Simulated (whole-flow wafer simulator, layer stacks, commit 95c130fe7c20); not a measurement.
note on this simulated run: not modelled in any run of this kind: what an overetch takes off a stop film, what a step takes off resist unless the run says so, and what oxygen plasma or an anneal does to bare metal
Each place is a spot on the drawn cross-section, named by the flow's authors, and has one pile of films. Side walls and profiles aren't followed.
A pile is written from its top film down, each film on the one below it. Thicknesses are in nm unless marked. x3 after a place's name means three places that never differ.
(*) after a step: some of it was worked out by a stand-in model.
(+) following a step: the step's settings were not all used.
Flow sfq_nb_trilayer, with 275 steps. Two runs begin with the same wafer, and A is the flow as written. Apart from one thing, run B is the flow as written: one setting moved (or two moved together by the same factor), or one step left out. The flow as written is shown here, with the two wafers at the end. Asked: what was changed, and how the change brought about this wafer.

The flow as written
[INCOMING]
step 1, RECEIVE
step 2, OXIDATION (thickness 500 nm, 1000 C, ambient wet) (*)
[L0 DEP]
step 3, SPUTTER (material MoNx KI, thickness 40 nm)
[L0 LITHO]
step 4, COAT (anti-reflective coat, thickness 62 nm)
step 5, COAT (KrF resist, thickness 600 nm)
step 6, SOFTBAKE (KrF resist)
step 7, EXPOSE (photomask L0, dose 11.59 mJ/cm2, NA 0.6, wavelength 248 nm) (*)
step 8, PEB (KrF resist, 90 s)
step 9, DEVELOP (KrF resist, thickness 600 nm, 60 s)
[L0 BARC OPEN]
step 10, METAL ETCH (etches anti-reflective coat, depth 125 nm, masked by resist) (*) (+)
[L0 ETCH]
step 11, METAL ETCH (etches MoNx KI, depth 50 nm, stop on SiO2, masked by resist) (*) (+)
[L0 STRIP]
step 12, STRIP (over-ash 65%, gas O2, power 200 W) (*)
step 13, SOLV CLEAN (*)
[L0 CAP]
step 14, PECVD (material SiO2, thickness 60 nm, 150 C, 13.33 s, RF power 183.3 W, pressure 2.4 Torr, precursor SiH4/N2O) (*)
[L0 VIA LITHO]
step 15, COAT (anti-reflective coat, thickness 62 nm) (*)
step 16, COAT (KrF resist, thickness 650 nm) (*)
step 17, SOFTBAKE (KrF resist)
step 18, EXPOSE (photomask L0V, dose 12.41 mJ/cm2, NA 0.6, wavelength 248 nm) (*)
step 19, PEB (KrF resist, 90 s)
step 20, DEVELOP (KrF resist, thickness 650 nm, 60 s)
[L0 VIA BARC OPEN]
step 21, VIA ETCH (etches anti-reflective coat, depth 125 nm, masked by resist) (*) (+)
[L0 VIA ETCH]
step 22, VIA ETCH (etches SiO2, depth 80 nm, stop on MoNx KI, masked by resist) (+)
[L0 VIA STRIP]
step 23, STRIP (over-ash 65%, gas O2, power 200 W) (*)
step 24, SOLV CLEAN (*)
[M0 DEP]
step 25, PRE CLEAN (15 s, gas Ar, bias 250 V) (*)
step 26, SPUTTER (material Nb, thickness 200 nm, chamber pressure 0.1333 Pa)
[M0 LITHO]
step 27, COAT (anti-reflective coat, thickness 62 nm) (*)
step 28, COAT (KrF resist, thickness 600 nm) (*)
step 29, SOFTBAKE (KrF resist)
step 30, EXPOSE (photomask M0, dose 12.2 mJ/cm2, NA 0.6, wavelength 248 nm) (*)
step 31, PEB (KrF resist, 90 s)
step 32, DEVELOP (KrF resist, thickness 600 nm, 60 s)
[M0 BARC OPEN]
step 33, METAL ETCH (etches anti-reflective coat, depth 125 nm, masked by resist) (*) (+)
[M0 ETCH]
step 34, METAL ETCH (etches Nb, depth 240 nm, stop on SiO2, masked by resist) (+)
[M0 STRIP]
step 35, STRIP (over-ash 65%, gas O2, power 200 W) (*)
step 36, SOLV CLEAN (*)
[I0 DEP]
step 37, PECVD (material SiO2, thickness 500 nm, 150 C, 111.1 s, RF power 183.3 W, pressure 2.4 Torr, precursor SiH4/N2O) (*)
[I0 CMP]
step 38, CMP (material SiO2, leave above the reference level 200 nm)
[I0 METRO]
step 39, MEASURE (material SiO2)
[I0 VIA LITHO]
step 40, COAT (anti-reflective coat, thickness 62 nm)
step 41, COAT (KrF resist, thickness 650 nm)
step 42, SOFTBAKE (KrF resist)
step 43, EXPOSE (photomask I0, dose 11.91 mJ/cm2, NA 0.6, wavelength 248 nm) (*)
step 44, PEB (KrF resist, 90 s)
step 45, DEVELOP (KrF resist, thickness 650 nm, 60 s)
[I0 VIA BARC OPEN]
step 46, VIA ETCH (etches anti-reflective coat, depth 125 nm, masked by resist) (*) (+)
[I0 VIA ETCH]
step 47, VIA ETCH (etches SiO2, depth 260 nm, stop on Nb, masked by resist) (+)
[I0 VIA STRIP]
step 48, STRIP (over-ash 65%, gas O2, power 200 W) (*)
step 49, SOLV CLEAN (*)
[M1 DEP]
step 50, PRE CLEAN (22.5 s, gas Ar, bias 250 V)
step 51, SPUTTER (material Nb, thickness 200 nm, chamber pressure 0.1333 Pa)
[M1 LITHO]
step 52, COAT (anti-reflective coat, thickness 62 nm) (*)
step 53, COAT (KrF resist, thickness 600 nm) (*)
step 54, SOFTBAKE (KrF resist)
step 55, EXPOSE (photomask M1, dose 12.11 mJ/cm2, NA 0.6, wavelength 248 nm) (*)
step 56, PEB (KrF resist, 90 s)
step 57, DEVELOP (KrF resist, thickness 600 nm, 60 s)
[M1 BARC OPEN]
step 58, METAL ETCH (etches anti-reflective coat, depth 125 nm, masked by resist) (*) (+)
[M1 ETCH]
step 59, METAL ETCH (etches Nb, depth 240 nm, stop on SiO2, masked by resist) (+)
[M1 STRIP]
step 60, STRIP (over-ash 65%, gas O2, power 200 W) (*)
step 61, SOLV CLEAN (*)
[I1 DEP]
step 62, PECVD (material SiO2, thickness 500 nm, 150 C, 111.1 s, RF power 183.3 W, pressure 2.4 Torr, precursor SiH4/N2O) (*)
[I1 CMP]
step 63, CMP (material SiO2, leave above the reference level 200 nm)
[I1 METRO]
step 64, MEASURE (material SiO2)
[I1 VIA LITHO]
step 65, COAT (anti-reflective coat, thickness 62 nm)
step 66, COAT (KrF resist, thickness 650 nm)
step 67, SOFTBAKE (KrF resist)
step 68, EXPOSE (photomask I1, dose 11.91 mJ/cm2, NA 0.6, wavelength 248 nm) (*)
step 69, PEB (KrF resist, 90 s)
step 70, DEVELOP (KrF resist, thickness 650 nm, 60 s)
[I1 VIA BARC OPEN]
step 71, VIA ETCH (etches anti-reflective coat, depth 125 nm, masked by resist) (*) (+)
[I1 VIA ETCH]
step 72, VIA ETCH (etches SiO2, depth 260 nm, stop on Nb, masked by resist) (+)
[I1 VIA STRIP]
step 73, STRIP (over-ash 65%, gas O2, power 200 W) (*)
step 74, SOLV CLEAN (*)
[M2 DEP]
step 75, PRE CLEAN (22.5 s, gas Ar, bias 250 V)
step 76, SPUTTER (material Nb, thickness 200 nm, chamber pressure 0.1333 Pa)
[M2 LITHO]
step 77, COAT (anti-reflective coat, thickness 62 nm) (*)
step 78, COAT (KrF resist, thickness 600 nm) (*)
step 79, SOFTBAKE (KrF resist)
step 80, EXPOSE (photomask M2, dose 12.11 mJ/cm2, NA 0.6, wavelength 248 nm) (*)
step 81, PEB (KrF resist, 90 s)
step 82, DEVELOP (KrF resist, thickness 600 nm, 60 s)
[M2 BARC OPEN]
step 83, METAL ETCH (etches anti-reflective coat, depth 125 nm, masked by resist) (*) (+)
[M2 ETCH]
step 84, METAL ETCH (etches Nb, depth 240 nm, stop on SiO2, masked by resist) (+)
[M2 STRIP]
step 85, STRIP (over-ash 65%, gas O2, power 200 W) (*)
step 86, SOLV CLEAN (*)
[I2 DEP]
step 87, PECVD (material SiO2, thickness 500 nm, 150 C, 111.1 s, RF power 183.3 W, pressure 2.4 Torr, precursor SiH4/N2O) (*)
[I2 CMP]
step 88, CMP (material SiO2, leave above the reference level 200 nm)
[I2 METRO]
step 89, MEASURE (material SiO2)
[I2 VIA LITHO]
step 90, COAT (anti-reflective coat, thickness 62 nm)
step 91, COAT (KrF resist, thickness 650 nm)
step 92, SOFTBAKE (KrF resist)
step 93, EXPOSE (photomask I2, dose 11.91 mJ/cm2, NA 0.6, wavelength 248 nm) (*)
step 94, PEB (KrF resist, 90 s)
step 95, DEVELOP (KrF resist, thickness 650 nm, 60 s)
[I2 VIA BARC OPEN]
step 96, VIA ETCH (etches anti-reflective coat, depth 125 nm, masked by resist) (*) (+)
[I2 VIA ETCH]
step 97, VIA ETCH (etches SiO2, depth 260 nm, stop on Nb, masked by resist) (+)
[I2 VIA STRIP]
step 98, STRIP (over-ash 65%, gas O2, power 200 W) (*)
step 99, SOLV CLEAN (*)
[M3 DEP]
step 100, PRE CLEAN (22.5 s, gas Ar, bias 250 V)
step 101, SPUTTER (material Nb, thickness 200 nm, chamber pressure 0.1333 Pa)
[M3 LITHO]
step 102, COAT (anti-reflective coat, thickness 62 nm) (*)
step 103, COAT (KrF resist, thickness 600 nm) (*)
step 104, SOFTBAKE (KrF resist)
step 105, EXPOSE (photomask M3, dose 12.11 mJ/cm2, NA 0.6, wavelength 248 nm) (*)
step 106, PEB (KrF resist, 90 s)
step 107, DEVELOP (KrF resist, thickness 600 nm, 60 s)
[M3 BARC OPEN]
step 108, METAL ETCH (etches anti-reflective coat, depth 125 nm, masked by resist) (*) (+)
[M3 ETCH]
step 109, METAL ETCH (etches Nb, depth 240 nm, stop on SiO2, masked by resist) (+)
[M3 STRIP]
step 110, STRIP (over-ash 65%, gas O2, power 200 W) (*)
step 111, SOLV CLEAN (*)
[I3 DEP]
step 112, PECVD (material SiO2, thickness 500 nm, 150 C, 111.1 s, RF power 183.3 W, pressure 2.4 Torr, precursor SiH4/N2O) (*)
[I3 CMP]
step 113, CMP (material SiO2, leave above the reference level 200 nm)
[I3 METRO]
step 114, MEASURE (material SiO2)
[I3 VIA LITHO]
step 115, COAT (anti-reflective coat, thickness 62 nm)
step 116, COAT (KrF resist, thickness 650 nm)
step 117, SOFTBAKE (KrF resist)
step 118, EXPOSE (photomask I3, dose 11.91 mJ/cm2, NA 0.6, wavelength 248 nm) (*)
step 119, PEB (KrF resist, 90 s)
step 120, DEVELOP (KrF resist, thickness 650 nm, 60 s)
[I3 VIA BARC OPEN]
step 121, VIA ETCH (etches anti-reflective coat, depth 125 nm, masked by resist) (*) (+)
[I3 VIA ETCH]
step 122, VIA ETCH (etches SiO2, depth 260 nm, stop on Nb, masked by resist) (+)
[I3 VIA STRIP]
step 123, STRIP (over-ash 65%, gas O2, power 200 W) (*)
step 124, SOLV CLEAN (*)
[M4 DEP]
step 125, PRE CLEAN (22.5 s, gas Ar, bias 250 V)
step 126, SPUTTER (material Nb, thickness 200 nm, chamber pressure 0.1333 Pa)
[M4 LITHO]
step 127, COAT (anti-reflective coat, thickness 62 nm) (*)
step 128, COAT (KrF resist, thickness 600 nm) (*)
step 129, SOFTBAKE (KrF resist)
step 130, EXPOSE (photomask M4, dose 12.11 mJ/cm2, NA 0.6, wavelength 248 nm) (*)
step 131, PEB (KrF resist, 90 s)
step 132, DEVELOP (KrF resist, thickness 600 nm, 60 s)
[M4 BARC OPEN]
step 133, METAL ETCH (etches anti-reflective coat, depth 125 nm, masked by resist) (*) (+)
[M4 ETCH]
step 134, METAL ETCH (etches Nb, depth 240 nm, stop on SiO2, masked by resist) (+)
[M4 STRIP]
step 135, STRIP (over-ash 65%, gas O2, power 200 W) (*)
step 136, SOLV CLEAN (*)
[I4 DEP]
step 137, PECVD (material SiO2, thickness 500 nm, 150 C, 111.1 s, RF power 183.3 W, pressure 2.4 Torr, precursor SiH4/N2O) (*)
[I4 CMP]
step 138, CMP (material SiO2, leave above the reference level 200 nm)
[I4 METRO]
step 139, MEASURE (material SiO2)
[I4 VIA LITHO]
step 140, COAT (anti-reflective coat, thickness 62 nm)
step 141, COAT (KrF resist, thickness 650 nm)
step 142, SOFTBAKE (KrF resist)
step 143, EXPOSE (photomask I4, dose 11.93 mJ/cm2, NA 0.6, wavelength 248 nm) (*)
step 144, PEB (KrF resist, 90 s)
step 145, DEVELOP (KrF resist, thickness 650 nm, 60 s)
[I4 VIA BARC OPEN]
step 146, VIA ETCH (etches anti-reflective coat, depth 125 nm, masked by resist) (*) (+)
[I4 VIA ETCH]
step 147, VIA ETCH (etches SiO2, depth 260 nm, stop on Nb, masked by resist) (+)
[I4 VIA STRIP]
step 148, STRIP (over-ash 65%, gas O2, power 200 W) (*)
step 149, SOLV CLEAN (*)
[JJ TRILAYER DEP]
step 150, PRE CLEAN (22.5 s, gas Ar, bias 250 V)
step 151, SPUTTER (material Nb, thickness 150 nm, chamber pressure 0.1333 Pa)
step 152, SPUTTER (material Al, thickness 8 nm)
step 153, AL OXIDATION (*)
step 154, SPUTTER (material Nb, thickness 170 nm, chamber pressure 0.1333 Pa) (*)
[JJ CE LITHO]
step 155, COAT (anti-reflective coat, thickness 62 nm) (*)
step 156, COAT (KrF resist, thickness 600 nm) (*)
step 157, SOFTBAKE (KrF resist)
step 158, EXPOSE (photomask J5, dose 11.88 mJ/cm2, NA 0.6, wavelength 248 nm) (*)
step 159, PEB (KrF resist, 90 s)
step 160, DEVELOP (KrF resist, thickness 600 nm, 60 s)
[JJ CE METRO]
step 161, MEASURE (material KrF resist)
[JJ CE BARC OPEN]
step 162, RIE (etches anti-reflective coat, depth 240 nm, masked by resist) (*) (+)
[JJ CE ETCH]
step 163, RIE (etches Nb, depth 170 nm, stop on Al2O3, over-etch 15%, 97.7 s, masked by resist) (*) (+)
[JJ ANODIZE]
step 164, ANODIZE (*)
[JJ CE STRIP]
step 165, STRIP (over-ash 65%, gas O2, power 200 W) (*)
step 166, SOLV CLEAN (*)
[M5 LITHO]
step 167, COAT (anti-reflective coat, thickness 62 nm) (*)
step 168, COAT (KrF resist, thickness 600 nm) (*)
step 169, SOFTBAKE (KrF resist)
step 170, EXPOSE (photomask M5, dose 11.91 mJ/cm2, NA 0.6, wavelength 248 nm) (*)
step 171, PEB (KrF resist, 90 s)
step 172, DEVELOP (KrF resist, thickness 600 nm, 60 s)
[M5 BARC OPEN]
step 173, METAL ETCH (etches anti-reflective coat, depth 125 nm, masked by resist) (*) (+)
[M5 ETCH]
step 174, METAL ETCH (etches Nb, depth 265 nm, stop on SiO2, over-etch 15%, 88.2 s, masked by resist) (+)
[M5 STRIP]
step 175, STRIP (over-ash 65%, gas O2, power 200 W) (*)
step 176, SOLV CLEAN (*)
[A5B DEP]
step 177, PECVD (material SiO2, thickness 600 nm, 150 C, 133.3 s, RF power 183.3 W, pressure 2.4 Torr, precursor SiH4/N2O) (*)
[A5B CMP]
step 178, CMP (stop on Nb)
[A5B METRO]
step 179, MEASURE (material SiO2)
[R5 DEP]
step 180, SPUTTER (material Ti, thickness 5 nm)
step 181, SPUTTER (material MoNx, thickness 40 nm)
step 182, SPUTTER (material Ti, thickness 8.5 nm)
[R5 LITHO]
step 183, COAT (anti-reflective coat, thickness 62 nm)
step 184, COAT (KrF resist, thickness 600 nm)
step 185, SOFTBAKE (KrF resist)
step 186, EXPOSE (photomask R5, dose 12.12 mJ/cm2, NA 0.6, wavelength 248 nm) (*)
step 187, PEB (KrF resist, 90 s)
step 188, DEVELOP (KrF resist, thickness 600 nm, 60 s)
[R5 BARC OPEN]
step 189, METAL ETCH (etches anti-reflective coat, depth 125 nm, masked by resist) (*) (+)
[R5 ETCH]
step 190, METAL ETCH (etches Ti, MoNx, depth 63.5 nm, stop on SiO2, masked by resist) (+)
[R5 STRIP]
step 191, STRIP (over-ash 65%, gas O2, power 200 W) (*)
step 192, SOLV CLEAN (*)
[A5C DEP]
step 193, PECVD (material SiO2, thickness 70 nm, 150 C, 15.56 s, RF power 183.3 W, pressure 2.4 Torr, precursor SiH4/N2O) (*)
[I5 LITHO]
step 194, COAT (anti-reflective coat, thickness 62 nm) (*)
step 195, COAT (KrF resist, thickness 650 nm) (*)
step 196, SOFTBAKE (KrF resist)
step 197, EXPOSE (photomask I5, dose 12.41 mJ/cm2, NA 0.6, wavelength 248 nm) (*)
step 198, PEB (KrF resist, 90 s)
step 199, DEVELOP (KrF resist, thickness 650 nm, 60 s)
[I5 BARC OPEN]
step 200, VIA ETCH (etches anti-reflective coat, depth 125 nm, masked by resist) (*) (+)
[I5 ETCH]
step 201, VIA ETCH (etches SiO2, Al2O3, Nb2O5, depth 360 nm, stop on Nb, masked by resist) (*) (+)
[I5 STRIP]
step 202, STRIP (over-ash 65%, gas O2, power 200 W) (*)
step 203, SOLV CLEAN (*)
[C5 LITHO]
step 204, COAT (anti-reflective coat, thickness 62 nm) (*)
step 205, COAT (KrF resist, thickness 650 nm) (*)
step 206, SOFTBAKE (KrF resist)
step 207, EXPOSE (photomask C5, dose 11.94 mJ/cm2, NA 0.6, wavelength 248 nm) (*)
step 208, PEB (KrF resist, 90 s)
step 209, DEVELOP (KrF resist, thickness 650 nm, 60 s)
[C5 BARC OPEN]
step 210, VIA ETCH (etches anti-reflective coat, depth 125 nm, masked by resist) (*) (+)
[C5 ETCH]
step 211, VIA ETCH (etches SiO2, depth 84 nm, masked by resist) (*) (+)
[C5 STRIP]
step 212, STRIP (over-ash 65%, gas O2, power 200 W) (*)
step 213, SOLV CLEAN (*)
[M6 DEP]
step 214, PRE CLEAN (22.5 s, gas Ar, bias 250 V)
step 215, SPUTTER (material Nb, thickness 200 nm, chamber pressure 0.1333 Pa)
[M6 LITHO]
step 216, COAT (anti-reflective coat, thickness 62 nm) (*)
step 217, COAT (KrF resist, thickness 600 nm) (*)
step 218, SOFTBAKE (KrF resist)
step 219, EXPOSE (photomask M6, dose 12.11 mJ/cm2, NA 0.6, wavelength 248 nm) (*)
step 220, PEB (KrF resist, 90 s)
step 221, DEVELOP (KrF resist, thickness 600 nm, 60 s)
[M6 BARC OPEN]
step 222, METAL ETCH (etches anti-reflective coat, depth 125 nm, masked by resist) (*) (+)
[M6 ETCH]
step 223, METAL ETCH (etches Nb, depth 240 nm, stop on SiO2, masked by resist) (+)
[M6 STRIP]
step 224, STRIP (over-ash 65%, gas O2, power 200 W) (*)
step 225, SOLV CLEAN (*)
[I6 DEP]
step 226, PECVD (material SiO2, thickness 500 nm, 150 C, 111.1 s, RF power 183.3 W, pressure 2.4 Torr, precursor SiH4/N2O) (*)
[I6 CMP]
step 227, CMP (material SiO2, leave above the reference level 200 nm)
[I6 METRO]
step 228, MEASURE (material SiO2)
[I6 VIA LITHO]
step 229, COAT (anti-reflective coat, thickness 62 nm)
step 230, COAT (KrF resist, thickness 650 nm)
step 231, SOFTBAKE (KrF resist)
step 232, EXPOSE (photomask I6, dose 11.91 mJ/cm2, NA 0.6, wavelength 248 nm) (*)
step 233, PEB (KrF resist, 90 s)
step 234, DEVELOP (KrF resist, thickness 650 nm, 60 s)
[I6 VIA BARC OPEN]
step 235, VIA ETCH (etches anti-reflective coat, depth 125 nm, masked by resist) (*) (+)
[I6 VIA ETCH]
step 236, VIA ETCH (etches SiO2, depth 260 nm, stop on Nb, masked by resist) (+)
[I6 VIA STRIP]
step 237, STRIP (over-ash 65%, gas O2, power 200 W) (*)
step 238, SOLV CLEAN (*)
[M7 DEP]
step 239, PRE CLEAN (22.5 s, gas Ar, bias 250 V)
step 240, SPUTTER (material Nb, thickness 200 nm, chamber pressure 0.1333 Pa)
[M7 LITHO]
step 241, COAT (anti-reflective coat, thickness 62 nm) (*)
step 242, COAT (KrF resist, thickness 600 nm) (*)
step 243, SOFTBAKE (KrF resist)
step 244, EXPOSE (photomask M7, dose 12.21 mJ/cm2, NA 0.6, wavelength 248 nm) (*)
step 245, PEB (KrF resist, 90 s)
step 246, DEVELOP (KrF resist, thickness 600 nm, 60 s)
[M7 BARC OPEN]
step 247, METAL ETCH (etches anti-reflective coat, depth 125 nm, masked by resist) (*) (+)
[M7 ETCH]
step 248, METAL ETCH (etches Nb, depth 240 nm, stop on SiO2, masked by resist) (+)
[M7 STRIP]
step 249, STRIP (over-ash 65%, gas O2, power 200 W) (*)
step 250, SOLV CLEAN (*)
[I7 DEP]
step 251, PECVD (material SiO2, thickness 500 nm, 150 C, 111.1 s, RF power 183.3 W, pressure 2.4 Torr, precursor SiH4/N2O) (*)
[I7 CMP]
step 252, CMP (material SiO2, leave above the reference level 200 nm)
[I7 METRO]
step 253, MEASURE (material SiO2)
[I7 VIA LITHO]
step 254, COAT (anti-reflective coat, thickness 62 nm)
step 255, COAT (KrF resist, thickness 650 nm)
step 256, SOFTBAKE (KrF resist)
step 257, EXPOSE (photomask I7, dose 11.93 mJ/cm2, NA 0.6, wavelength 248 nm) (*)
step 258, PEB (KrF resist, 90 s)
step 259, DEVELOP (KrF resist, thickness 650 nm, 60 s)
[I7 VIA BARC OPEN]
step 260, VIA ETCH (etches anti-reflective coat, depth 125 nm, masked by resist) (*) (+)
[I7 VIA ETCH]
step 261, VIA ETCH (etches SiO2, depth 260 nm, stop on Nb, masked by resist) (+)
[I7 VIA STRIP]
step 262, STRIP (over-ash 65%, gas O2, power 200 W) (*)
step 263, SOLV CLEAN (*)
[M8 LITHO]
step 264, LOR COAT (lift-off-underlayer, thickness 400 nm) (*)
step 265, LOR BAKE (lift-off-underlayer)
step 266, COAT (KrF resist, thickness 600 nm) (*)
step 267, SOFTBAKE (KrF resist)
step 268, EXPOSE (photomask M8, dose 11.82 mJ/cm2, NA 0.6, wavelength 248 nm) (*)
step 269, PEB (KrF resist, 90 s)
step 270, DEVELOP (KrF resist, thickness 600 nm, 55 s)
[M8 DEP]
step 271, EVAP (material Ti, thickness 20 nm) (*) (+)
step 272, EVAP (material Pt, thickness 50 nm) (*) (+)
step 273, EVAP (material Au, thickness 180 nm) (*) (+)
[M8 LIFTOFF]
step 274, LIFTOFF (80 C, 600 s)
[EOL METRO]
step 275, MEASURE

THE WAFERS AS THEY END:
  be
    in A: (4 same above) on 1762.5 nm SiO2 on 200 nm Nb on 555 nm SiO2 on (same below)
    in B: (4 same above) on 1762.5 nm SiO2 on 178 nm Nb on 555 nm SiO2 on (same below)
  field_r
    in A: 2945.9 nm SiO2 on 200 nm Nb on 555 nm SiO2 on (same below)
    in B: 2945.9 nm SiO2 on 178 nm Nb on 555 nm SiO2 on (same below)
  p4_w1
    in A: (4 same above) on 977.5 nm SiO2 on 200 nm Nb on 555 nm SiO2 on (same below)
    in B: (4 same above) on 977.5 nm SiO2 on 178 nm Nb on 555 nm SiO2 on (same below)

The reason: step 26, SPUTTER: thickness 178 nm was run, though the flow has thickness 200 nm.
One can read it off the wafer: be has Nb 178, and step 26 as written asks for 200 nm.

The path from the change to this, step by step:
  step 26, SPUTTER (material Nb, thickness 200 nm, chamber pressure 0.1333 Pa)
      field_l, v_sur, via_wl and 102 more: A Nb gains 200 (new film) | B Nb gains 178 (new film)
      l0v: A Nb gains 195.7 (new film) | B Nb gains 173.7 (new film)
  step 34, METAL ETCH (etches Nb, depth 240 nm, stop on SiO2, masked by resist) (+)
      moat, m0r_space_l, m0r_space_r: A Nb loses 200 (all of it) | B Nb loses 178 (all of it)
  step 37, PECVD (material SiO2, thickness 500 nm, 150 C, 111.1 s, RF power 183.3 W, pressure 2.4 Torr, precursor SiH4/N2O) (*)
      moat, m0r_space_l, m0r_space_r: A SiO2 gains 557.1 | B SiO2 gains 535.1
